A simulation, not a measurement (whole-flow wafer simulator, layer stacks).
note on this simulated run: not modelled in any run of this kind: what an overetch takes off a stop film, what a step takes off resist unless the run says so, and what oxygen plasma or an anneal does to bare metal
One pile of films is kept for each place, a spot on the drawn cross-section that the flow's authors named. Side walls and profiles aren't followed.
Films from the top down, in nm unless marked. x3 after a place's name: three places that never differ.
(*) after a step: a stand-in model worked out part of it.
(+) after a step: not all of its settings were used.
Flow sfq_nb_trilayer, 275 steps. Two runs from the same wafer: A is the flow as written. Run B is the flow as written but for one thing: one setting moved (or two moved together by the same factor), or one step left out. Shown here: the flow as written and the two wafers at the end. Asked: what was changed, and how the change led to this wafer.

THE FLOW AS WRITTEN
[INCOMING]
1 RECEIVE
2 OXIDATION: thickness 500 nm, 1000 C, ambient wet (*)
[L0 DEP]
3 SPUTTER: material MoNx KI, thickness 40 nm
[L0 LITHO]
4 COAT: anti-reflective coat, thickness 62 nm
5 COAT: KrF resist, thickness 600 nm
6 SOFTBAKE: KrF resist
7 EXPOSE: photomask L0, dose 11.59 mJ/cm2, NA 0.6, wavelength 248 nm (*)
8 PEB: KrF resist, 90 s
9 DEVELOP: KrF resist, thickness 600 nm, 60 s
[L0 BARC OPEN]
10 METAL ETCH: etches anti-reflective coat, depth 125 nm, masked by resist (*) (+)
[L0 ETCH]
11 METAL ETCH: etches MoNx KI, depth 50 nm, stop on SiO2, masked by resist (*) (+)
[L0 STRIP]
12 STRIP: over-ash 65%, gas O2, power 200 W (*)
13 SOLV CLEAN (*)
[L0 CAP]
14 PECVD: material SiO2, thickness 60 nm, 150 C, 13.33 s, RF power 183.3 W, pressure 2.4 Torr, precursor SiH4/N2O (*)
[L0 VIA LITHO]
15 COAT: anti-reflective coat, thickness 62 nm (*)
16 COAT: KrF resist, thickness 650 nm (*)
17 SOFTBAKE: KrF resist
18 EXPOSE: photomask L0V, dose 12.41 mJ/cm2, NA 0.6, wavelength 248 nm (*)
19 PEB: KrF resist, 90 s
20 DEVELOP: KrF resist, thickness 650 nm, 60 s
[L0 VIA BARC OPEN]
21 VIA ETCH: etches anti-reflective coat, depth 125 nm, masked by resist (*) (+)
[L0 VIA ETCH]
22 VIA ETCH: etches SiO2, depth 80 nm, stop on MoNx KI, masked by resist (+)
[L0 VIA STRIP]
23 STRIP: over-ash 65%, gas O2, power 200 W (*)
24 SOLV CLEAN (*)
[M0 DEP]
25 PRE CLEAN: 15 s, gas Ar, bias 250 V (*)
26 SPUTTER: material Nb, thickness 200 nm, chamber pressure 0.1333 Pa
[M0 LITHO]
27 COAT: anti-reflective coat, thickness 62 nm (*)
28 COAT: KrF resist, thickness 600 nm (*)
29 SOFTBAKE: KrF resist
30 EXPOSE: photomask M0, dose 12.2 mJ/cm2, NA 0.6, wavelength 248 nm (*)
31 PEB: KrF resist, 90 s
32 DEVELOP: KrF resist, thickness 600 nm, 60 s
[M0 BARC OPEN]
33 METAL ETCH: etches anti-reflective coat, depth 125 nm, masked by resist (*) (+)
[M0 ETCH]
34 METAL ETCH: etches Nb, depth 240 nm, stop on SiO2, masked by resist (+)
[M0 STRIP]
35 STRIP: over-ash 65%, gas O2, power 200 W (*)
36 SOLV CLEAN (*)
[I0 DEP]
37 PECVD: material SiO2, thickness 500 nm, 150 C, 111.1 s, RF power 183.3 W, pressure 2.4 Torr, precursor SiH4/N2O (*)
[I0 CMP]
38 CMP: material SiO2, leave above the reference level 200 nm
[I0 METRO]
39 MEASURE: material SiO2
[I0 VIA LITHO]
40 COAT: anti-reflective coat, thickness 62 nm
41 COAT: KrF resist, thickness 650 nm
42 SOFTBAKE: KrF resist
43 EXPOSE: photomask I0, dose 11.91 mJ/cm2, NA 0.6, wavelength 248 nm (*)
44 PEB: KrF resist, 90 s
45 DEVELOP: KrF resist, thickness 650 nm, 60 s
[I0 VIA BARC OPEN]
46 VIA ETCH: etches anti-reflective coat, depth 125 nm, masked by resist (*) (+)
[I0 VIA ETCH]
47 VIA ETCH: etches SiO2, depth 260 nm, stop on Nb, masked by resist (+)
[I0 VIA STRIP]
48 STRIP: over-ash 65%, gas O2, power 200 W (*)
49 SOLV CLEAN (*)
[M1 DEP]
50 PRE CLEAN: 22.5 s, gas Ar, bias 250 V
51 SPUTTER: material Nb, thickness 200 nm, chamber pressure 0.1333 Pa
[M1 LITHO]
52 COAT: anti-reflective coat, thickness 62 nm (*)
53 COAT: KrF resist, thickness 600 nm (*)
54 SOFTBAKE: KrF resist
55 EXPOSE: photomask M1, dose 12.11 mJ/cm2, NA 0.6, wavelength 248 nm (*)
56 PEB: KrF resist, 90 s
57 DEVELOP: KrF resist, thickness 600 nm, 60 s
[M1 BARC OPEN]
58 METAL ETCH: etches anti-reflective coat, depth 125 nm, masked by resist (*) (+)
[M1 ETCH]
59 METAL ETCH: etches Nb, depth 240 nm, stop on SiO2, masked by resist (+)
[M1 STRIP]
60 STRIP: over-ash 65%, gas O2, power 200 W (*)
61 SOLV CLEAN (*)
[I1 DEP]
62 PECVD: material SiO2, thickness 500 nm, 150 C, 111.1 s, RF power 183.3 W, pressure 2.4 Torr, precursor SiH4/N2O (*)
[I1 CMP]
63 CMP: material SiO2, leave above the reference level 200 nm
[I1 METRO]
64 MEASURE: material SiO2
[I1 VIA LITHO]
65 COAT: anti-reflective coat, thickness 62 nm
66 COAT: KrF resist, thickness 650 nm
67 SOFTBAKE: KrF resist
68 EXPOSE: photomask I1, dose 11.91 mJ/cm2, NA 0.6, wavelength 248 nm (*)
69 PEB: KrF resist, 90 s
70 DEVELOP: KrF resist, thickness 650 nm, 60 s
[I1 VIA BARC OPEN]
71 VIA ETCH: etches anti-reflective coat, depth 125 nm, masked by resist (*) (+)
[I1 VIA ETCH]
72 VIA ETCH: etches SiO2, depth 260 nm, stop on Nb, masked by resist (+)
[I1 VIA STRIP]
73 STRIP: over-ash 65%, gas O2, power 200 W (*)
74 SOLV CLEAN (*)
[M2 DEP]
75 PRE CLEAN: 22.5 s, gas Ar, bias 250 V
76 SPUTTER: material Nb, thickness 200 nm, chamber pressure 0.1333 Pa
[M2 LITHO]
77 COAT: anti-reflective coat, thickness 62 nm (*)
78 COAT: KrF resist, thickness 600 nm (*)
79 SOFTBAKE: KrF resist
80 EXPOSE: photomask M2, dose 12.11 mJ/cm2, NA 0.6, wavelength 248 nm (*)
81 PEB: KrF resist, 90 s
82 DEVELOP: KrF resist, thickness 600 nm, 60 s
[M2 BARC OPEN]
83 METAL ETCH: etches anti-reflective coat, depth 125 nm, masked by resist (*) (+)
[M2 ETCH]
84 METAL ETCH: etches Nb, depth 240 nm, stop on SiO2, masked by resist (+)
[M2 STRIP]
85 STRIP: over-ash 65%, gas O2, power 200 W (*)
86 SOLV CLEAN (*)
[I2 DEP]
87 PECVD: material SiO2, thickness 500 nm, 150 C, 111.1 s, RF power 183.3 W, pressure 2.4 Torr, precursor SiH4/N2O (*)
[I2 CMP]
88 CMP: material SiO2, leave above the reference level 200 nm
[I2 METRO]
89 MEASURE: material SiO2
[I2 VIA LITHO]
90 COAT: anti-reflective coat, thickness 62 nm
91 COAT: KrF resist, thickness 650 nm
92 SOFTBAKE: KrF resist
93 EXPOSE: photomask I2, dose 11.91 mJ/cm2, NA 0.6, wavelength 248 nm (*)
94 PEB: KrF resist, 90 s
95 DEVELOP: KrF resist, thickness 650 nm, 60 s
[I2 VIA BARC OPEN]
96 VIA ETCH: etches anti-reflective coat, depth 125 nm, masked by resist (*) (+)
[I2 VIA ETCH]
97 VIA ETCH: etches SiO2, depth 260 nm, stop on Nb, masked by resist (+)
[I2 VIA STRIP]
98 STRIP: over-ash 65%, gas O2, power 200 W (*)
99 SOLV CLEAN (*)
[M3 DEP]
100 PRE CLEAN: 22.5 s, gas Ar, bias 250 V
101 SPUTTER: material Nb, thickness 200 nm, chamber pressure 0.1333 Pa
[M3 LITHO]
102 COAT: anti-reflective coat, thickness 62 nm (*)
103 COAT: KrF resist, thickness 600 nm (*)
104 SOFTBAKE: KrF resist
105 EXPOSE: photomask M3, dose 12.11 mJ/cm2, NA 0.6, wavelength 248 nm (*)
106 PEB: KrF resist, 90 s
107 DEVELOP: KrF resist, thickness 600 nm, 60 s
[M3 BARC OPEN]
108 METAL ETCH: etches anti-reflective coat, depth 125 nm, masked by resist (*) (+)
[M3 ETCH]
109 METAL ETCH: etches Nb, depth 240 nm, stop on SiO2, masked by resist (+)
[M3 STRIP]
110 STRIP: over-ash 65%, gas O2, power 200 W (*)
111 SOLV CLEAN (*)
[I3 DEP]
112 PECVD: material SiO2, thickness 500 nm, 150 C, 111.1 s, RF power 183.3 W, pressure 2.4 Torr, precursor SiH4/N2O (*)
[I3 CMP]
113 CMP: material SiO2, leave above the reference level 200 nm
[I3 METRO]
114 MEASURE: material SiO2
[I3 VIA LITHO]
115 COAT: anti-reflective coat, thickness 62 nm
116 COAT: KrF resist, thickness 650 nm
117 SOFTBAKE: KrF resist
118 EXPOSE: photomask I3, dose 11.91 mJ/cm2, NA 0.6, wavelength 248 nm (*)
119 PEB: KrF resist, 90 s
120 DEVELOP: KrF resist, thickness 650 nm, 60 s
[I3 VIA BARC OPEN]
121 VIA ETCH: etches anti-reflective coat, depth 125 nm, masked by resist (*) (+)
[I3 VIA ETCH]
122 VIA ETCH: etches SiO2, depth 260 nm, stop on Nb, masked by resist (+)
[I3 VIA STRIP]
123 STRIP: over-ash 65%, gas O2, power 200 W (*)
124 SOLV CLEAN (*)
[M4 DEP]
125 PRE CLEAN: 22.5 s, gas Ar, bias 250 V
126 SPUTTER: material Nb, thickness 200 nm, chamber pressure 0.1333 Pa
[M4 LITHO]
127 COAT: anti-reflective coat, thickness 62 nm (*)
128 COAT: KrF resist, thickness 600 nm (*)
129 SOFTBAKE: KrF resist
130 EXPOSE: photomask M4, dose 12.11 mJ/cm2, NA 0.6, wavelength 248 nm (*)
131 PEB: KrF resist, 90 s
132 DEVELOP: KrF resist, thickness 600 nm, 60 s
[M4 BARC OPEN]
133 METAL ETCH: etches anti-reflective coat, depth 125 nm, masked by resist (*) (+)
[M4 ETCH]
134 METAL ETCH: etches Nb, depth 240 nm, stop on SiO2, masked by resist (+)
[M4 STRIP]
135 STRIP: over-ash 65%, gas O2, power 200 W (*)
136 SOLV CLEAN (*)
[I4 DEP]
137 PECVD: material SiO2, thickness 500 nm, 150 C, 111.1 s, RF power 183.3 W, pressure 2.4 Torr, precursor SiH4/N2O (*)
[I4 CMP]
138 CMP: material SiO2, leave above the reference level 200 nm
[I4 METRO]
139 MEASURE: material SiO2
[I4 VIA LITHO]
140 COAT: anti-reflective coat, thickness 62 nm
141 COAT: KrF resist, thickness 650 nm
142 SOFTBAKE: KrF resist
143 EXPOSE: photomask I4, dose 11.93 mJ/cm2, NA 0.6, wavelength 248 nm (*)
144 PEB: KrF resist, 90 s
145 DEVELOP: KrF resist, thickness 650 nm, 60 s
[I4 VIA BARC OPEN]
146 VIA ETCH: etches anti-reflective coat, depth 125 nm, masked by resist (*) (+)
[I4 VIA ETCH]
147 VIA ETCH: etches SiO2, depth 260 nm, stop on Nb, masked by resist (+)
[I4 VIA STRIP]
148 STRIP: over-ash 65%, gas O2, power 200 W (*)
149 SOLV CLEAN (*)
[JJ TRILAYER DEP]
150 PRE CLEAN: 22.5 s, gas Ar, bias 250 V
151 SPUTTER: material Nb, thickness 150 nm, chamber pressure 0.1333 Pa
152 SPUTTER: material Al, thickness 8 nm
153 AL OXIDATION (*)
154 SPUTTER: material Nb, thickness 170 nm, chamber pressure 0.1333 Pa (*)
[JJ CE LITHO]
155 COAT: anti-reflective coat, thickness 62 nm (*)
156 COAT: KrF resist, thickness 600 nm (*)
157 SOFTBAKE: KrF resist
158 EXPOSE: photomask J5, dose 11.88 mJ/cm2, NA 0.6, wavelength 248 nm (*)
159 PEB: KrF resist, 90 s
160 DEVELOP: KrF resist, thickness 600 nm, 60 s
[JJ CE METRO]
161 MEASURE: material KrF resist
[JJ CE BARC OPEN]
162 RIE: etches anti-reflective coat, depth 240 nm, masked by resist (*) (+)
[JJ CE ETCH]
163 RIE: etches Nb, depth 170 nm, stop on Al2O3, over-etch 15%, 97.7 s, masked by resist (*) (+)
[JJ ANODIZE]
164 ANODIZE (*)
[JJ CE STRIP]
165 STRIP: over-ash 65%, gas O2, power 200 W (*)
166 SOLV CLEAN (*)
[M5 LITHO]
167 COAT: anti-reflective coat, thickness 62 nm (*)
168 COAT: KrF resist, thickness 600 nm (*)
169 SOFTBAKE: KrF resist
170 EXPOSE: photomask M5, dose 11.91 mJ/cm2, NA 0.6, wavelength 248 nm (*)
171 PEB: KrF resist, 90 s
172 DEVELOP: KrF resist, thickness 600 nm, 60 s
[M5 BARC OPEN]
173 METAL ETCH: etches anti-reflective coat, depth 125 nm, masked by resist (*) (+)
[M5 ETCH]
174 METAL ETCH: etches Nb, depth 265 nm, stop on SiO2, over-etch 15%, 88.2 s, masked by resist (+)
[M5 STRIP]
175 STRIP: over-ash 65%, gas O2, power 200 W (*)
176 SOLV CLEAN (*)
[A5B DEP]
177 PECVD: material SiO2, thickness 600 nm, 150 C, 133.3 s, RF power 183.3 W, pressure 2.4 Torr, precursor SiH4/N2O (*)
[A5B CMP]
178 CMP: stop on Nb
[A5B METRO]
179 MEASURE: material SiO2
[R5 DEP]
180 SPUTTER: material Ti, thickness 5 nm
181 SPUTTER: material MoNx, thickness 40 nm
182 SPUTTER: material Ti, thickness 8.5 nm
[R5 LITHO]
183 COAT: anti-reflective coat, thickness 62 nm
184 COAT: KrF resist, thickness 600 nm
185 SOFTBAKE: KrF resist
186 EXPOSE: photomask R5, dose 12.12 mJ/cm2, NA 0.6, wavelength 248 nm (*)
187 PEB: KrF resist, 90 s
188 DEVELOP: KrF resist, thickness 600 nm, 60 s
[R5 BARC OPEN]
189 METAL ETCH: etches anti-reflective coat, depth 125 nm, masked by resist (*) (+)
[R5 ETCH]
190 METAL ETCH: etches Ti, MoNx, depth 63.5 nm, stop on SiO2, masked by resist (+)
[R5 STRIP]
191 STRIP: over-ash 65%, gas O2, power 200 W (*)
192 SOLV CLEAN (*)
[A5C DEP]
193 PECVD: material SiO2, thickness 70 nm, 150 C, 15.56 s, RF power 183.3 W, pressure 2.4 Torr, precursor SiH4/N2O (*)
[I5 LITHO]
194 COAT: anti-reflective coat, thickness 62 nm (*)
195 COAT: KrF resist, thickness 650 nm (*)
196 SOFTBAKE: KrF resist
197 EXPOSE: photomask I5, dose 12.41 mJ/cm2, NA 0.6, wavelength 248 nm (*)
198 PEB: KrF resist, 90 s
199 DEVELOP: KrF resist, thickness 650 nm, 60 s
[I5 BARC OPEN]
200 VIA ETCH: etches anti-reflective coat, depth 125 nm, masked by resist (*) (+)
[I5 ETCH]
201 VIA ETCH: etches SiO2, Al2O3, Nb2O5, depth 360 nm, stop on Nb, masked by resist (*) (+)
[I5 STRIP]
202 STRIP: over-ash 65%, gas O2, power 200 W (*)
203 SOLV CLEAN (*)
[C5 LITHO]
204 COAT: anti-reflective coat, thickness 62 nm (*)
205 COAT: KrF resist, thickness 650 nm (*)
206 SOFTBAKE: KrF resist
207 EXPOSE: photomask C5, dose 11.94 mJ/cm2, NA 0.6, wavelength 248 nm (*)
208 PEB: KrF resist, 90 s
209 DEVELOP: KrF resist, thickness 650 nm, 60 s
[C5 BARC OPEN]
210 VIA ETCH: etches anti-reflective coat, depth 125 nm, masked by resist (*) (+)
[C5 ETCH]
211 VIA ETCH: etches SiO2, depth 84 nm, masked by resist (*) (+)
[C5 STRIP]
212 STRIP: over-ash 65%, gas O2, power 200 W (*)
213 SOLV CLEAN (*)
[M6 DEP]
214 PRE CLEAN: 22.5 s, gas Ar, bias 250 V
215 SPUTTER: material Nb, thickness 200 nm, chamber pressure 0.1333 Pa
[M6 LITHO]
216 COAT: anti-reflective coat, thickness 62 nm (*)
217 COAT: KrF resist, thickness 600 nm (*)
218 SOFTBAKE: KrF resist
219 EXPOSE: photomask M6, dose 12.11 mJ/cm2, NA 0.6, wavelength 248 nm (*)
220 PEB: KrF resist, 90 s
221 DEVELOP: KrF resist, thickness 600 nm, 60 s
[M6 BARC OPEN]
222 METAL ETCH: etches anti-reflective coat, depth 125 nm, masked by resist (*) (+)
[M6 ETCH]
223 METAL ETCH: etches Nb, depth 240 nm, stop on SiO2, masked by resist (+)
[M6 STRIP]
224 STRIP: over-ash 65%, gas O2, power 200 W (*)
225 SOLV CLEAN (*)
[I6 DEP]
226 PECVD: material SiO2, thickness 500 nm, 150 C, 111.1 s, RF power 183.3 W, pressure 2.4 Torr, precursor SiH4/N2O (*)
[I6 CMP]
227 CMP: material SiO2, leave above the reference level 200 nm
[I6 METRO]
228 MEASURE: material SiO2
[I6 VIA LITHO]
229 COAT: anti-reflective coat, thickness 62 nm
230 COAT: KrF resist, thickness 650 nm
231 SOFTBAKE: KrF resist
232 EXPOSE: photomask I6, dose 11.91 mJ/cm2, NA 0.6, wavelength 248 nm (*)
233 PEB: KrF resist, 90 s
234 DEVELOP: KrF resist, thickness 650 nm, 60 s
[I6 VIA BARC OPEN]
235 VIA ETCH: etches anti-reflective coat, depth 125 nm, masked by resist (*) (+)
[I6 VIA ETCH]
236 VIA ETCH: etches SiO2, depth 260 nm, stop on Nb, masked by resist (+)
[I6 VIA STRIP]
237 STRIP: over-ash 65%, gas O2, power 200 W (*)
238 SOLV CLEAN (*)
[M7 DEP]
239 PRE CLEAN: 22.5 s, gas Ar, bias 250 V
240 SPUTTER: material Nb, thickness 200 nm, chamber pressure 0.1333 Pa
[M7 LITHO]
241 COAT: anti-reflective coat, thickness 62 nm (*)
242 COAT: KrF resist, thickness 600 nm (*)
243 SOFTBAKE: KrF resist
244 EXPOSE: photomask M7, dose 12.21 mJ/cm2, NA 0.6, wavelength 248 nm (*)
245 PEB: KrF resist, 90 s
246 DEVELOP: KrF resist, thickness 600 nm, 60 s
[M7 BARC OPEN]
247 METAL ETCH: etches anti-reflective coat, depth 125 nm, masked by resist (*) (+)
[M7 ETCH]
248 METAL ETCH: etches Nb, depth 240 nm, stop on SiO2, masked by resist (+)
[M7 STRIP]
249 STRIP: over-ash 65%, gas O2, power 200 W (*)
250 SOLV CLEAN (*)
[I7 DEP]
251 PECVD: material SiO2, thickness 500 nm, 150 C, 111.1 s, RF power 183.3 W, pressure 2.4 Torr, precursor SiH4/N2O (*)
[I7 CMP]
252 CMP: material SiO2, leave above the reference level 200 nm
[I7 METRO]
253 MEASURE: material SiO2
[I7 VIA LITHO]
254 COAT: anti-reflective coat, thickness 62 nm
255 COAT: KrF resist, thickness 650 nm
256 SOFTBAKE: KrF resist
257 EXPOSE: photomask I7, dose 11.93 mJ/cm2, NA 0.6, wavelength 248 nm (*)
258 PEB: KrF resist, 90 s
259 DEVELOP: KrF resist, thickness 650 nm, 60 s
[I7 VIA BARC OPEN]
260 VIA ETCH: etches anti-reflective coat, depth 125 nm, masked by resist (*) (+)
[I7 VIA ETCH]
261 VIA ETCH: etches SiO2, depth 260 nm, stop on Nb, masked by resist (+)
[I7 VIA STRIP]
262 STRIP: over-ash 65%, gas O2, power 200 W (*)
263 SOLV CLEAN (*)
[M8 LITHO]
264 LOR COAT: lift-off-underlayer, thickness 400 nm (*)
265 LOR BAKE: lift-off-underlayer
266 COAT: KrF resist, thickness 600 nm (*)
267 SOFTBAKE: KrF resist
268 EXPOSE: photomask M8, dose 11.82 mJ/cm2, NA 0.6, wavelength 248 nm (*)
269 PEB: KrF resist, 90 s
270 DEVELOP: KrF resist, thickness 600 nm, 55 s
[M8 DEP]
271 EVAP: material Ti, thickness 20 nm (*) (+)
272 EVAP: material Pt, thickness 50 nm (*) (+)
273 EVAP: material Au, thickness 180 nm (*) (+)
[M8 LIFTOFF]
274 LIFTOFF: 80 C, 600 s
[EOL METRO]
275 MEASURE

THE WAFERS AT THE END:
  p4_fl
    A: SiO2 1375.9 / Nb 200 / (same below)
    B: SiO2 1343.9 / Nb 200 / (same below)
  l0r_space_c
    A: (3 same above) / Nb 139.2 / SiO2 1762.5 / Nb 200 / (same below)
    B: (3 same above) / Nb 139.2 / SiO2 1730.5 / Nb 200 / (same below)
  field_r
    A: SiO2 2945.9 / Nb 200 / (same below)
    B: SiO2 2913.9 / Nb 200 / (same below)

The cause: step 138, CMP: leave above the reference level 168 nm was run, where the flow has leave above the reference level 200 nm.

How the change led to this, step by step:
  138 CMP: material SiO2, leave above the reference level 200 nm
      field_l, be, be_sur and 55 more: A SiO2 -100 | B SiO2 -132
      v_sur, via_wl, via_w and 35 more: A SiO2 -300 | B SiO2 -332
      (and at 10 more places)
  147 VIA ETCH: etches SiO2, depth 260 nm, stop on Nb, masked by resist (+)
      field_l, v_sur, via_sp and 100 more: A KrF resist -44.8 | B KrF resist -43.4
      via_wl, via_w, via_wr: A SiO2 -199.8 (all of it) | B SiO2 -167.8 (all of it)
  151 SPUTTER: material Nb, thickness 150 nm, chamber pressure 0.1333 Pa
      via_wl, via_w, via_wr: A Nb +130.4 | B Nb +134.1
  154 SPUTTER: material Nb, thickness 170 nm, chamber pressure 0.1333 Pa (*)
      via_wl, via_wr: A Nb +140.7 (new film) | B Nb +146.2 (new film)
      via_w: A Nb +141 (new film) | B Nb +146.6 (new film)
  155 COAT: anti-reflective coat, thickness 62 nm (*)
      via_wl, via_wr: A anti-reflective coat +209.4 (new film) | B anti-reflective coat +178.4 (new film)
      v_sur: A anti-reflective coat +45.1 (new film) | B anti-reflective coat +46.5 (new film)
      (and at 1 more place)
  156 COAT: KrF resist, thickness 600 nm (*)
      via_w: A KrF resist +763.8 (new film) | B KrF resist +733.3 (new film)
  160 DEVELOP: KrF resist, thickness 600 nm, 60 s
      via_w: A KrF resist -762.1 (all of it) | B KrF resist -731.8 (all of it)
  162 RIE: etches anti-reflective coat, depth 240 nm, masked by resist (*) (+)
      ce_l, c5j, ce_r, wl_jj: A KrF resist -209.4 | B KrF resist -178.4
      via_wl, via_wr: A anti-reflective coat -209.4 (all of it) | B anti-reflective coat -178.4 (all of it)
      (and at 2 more places)
  163 RIE: etches Nb, depth 170 nm, stop on Al2O3, over-etch 15%, 97.7 s, masked by resist (*) (+)
      via_wl, via_wr: A Nb -140.7 (all of it), Al2O3 -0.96 (all of it) | B Nb -146.2 (all of it), Al2O3 -0.96 (all of it)
      via_w: A Nb -141 (all of it), Al2O3 -0.96 (all of it) | B Nb -146.6 (all of it), Al2O3 -0.96 (all of it)
  165 STRIP: over-ash 65%, gas O2, power 200 W (*)
      ce_l: A KrF resist -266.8 (all of it), anti-reflective coat -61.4 (all of it) | B KrF resist -298 (all of it), anti-reflective coat -61.5 (all of it)
      c5j: A KrF resist -266.9 (all of it), anti-reflective coat -61.5 (all of it) | B KrF resist -298 (all of it), anti-reflective coat -61.6 (all of it)
      (and at 2 more places)
  167 COAT: anti-reflective coat, thickness 62 nm (*)
      v_sur: A anti-reflective coat +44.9 (new film) | B anti-reflective coat +45.9 (new film)
      via_wl: A anti-reflective coat +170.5 (new film) | B anti-reflective coat +146.6 (new film)
      (and at 3 more places)
  168 COAT: KrF resist, thickness 600 nm (*)
      via_w: A KrF resist +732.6 (new film) | B KrF resist +709.2 (new film)
  175 STRIP: over-ash 65%, gas O2, power 200 W (*)
      v_sur: A KrF resist -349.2 (all of it), anti-reflective coat -44.9 (all of it) | B KrF resist -354.2 (all of it), anti-reflective coat -45.9 (all of it)
      via_wl: A KrF resist -427 (all of it), anti-reflective coat -170.5 (all of it) | B KrF resist -423.7 (all of it), anti-reflective coat -146.6 (all of it)
      (and at 3 more places)
  178 CMP: stop on Nb
      via_wl, via_wr: A SiO2 -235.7 | B SiO2 -271.4
      via_w: A SiO2 -235.2 | B SiO2 -270.9
